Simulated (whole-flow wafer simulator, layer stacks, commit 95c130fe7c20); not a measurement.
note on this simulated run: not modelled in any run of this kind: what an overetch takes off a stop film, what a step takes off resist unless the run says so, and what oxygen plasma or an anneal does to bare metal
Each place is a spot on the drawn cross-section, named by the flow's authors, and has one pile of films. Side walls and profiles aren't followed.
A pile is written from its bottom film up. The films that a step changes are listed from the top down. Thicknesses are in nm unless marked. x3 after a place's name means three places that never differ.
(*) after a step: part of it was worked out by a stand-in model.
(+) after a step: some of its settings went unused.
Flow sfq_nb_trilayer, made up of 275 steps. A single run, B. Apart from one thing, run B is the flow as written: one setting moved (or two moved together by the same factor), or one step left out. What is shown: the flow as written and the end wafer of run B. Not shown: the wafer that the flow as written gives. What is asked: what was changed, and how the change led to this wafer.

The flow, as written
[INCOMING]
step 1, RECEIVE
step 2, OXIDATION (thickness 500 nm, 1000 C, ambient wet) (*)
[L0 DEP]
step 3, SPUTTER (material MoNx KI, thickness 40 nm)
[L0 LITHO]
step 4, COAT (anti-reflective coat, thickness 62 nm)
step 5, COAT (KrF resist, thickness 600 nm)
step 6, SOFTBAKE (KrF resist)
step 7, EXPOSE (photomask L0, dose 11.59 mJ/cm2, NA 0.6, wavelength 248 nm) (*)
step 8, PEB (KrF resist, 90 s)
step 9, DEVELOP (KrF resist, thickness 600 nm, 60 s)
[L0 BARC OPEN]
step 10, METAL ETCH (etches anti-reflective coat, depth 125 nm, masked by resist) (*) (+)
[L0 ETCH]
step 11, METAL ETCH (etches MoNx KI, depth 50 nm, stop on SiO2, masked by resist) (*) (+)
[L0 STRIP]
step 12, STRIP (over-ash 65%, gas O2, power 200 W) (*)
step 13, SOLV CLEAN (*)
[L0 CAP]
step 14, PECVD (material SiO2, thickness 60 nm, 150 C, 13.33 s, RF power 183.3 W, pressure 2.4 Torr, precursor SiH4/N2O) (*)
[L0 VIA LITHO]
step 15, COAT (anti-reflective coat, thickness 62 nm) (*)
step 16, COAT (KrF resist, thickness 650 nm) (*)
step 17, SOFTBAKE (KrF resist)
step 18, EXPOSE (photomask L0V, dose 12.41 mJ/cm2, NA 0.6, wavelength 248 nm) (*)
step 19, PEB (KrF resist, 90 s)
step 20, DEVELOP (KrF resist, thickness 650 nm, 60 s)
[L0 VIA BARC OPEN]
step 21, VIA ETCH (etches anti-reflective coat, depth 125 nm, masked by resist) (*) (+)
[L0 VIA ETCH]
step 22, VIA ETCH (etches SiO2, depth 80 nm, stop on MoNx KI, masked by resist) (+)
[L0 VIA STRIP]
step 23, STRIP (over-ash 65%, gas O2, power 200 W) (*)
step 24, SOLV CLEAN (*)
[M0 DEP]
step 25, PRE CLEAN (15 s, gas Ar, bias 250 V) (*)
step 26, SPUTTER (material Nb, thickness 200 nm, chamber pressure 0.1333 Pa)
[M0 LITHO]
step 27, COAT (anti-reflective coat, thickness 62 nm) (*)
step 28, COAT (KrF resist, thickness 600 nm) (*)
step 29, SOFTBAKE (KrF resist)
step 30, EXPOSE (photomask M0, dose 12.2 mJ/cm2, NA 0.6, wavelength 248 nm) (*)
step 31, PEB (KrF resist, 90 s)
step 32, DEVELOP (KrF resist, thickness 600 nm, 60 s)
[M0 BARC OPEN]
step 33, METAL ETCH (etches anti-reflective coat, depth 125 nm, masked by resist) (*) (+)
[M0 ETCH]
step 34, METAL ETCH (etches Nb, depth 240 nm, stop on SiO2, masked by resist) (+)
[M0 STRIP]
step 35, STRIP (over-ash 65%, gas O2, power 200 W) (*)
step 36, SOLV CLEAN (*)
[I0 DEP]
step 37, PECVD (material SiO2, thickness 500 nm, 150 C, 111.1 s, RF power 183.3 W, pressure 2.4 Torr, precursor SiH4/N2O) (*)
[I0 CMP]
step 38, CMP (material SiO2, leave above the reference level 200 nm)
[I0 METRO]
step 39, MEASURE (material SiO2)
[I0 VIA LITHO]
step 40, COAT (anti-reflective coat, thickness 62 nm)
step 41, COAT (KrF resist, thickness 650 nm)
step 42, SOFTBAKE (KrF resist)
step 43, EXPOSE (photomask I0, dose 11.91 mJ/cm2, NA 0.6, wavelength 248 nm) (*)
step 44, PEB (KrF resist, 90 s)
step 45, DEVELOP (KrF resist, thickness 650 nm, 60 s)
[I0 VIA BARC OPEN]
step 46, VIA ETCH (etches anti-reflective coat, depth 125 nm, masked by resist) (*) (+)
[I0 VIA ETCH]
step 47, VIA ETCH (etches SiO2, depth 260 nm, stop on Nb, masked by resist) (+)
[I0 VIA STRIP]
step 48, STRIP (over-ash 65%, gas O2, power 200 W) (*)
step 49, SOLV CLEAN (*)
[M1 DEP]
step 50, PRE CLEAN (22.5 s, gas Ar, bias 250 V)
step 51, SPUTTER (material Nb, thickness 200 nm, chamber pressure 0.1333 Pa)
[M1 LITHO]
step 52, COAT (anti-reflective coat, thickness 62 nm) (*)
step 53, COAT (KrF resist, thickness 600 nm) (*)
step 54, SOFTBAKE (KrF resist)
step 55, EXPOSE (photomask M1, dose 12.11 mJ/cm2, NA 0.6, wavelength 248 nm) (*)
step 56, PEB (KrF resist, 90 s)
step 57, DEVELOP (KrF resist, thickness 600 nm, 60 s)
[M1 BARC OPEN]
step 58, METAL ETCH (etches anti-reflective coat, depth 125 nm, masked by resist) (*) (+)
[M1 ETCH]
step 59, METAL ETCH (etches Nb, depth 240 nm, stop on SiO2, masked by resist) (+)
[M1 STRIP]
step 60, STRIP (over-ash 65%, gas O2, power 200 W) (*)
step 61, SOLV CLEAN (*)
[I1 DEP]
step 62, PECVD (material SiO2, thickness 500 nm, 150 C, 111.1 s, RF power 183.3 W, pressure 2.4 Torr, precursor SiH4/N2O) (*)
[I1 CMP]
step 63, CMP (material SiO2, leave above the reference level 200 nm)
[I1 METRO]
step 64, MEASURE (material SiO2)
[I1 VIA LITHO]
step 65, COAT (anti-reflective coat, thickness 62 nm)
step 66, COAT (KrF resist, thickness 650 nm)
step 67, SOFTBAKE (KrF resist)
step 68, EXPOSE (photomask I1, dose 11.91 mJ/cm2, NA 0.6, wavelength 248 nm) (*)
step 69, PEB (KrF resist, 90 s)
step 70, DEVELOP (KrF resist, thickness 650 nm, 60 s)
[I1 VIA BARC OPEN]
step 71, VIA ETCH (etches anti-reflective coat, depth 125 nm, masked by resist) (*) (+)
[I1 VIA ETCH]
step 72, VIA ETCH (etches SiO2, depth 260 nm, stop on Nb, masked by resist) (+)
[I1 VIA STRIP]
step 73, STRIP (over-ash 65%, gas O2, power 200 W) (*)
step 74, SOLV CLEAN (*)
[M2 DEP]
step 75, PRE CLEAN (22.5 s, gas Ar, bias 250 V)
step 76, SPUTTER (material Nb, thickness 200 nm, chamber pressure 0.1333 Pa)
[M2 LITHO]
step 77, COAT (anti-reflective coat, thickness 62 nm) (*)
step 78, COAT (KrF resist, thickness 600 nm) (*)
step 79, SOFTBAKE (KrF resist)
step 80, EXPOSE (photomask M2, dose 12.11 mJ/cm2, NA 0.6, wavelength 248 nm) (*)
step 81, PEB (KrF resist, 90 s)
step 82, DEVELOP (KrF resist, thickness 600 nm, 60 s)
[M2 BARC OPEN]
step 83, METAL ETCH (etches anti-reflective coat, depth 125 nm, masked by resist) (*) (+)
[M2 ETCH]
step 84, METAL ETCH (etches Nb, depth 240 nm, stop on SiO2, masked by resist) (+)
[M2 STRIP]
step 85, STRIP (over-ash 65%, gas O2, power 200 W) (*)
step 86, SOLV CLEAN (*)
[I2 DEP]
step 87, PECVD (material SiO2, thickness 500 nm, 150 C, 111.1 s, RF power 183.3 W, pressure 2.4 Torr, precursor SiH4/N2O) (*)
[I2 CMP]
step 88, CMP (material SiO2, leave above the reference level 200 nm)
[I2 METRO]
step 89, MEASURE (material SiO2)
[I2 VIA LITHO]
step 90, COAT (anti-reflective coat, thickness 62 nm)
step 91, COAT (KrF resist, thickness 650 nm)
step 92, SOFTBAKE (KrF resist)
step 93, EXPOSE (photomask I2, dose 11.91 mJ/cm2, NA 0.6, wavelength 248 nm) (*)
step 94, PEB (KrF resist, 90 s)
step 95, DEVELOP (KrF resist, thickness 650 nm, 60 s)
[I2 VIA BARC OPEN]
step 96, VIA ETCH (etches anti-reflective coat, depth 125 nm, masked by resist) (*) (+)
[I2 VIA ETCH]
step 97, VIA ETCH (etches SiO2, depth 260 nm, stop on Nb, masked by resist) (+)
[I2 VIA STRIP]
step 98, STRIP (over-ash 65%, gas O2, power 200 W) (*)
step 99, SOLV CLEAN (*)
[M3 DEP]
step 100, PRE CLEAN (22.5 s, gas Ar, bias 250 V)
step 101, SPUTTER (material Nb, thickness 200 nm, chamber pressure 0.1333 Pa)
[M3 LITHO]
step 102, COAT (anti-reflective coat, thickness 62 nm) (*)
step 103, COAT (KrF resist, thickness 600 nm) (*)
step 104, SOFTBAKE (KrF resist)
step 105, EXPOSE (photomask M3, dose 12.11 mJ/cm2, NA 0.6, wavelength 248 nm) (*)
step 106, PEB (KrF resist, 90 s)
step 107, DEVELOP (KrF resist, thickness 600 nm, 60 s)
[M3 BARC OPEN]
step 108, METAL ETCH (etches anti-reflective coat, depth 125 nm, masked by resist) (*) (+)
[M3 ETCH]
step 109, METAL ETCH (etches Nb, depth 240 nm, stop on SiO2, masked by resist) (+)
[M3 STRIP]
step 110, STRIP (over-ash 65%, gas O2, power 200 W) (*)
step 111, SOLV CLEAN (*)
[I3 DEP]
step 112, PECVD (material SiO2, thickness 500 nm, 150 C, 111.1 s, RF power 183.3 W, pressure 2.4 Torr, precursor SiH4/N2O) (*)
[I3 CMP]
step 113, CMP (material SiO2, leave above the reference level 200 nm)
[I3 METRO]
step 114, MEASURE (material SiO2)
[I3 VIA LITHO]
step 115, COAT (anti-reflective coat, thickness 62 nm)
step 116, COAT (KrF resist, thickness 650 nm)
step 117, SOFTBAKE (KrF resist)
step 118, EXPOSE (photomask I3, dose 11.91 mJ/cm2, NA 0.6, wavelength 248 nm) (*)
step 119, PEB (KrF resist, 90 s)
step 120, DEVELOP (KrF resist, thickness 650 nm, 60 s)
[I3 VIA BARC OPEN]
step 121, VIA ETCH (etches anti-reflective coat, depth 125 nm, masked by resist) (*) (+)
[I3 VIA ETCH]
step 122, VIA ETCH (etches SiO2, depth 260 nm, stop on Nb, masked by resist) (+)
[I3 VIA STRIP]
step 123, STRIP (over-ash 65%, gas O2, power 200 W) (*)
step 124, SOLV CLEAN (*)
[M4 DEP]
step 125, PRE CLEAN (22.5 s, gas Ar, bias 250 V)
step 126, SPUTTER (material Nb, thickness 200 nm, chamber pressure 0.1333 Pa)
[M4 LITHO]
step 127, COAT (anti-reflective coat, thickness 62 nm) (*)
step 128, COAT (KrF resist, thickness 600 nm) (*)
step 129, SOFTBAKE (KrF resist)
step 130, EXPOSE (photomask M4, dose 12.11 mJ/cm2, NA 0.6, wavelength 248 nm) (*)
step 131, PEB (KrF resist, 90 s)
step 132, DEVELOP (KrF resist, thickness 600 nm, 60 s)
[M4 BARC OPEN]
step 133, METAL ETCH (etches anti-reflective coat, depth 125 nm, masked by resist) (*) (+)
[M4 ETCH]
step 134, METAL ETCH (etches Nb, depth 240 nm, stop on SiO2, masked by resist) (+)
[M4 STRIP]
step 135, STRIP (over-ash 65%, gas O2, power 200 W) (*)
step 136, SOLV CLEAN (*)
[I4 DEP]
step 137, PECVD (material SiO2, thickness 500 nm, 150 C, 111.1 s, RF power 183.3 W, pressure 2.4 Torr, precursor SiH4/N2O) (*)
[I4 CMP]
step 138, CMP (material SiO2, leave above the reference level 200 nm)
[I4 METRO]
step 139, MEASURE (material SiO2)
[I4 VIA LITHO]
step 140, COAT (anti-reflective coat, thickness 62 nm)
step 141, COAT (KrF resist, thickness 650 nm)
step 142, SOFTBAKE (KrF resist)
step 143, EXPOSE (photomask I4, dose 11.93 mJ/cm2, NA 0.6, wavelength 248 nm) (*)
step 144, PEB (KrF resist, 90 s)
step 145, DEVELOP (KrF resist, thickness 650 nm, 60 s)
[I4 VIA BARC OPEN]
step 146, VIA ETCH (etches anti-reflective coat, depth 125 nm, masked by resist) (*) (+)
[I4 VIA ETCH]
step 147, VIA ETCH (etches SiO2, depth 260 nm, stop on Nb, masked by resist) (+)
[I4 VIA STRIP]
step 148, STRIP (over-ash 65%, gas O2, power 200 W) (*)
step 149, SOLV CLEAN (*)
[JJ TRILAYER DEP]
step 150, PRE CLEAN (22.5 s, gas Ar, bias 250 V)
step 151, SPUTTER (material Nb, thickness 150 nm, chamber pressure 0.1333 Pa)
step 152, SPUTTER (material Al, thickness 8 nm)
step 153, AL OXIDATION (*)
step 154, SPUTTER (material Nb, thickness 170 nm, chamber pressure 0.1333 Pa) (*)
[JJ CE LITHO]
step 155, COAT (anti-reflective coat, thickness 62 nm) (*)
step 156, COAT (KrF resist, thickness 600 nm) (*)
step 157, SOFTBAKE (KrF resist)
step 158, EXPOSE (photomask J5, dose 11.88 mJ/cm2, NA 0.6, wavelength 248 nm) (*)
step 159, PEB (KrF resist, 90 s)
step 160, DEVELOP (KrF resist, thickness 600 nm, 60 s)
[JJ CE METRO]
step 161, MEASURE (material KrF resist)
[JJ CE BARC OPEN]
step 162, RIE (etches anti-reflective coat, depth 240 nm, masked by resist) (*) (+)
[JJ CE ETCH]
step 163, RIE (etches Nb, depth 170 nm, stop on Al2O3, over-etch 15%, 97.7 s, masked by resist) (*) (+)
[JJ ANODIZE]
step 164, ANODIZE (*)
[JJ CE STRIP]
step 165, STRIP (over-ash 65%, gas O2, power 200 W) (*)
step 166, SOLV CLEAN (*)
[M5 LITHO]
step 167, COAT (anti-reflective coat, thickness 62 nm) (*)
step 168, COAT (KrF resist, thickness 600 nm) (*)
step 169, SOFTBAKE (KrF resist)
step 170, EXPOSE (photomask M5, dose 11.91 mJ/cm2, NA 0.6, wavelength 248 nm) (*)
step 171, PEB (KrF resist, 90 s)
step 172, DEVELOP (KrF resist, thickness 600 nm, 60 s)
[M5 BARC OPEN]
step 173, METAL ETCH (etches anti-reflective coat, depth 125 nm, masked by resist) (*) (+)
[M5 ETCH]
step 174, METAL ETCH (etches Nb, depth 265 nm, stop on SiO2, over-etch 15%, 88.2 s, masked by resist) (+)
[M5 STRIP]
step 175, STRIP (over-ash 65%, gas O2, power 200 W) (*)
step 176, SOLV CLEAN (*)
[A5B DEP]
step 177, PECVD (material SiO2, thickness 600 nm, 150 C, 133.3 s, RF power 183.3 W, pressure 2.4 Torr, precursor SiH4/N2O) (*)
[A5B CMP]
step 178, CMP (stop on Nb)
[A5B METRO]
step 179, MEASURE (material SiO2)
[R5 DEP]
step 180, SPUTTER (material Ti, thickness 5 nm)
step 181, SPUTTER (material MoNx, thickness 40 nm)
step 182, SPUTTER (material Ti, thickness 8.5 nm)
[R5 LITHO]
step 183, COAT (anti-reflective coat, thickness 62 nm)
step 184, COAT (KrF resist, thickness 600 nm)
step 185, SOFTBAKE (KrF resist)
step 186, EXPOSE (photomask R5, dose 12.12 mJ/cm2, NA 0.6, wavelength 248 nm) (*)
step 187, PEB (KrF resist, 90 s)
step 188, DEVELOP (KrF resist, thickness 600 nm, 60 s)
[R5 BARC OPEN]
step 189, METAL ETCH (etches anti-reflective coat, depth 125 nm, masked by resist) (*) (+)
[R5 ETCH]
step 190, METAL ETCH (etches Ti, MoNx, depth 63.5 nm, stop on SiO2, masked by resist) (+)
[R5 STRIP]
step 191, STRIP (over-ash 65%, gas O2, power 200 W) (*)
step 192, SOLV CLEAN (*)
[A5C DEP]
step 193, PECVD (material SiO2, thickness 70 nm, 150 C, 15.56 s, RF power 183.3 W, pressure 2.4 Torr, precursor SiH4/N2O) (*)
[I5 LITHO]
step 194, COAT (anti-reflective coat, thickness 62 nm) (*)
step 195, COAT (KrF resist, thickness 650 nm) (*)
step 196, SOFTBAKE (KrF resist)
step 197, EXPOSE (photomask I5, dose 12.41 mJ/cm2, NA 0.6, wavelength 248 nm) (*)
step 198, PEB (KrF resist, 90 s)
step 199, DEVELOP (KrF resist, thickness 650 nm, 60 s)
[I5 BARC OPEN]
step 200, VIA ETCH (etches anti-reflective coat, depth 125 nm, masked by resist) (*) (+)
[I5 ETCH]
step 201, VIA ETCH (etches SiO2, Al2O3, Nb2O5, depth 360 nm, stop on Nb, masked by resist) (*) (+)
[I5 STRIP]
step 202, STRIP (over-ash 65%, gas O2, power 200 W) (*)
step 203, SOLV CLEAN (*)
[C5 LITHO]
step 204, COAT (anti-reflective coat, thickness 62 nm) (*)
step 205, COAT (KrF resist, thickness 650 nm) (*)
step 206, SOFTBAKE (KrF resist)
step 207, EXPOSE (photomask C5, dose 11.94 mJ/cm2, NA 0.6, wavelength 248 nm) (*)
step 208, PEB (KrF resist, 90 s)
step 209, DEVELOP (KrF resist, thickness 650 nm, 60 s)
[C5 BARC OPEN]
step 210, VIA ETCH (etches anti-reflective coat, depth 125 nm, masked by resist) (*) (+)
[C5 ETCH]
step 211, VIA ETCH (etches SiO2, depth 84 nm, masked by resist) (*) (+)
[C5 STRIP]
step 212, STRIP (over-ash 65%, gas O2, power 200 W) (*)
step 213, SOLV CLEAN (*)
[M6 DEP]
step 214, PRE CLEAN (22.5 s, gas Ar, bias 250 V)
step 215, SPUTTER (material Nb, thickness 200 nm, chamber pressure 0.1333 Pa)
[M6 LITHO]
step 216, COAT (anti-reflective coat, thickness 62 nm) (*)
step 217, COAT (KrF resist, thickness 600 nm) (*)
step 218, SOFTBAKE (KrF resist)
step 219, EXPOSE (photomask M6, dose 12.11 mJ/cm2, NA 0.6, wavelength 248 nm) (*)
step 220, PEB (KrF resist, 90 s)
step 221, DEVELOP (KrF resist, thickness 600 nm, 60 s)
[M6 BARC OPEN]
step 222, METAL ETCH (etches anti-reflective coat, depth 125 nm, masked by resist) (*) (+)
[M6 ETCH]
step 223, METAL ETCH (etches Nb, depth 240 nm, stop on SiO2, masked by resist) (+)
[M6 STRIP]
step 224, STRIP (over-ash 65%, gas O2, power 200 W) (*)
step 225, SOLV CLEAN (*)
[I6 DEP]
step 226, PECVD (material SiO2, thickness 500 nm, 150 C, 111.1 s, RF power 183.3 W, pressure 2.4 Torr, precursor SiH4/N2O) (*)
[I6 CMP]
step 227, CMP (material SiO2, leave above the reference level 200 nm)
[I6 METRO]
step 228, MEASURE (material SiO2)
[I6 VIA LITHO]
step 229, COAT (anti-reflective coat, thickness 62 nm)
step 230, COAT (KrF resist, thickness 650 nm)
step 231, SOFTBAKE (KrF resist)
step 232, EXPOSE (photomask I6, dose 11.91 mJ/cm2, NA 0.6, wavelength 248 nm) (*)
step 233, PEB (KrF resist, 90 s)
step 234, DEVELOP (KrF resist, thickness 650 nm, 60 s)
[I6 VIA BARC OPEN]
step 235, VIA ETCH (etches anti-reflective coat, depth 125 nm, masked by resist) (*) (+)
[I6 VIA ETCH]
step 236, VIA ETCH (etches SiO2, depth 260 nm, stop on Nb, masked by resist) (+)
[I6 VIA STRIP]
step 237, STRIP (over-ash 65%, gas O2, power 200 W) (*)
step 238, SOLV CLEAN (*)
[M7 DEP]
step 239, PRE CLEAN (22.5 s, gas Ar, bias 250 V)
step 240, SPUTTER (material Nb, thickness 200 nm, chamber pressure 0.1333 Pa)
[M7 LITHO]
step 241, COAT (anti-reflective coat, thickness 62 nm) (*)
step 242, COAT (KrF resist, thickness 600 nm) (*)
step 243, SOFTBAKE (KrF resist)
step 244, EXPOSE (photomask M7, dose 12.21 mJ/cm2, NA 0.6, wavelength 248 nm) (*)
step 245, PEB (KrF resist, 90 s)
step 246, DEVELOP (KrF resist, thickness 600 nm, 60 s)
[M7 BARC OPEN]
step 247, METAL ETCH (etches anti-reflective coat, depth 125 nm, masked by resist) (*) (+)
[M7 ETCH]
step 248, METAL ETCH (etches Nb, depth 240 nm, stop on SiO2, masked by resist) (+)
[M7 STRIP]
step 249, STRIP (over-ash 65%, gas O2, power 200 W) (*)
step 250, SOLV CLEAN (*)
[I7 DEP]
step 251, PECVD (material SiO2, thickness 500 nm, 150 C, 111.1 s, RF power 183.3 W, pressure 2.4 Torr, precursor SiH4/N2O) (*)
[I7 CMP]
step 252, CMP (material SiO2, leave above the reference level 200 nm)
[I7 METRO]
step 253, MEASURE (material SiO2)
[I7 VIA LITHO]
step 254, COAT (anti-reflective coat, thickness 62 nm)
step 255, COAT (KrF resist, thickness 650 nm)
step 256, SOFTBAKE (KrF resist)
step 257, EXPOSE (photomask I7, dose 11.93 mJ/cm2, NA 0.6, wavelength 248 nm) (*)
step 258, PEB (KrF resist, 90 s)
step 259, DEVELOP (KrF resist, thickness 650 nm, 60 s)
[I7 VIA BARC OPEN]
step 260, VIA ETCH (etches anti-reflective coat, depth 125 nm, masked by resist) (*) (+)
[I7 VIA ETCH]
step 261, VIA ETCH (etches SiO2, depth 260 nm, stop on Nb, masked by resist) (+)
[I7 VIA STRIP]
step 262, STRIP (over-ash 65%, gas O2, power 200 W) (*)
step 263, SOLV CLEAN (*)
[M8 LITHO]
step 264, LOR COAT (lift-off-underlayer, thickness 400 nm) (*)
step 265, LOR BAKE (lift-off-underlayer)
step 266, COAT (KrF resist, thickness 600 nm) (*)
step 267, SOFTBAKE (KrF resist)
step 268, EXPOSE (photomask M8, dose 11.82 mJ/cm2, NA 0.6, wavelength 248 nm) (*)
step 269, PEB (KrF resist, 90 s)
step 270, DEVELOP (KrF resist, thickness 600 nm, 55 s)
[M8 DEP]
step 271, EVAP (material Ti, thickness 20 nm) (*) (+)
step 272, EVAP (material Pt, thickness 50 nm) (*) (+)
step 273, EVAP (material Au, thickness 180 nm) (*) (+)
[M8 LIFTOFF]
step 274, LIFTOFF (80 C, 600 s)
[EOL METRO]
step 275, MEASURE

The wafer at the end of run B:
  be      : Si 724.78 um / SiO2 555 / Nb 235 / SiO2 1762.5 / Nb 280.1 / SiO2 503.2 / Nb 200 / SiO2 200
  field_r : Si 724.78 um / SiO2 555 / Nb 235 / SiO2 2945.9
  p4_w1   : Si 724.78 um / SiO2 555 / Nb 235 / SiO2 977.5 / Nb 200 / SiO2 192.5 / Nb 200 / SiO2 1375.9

Cause: step 26, SPUTTER: thickness 235 nm was run, while the flow as written has thickness 200 nm.
The wafer lets one read it off: be has Nb 235, and step 26 as written asks for 200 nm.

Step by step, how the change led to this:
  step 26, SPUTTER (material Nb, thickness 200 nm, chamber pressure 0.1333 Pa)
      field_l, v_sur, via_wl and 102 more: Nb gains 235 (new film) (it would be, as written: Nb gains 200 (new film))
      l0v: Nb gains 230.7 (new film) (it would be, as written: Nb gains 195.7 (new film))
  step 34, METAL ETCH (etches Nb, depth 240 nm, stop on SiO2, masked by resist) (+)
      moat, m0r_space_l, m0r_space_r: Nb loses 235 (all of it) (it would be, as written: Nb loses 200 (all of it))
  step 37, PECVD (material SiO2, thickness 500 nm, 150 C, 111.1 s, RF power 183.3 W, pressure 2.4 Torr, precursor SiH4/N2O) (*)
      moat, m0r_space_l, m0r_space_r: SiO2 gains 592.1 (it would be, as written: SiO2 gains 557.1)
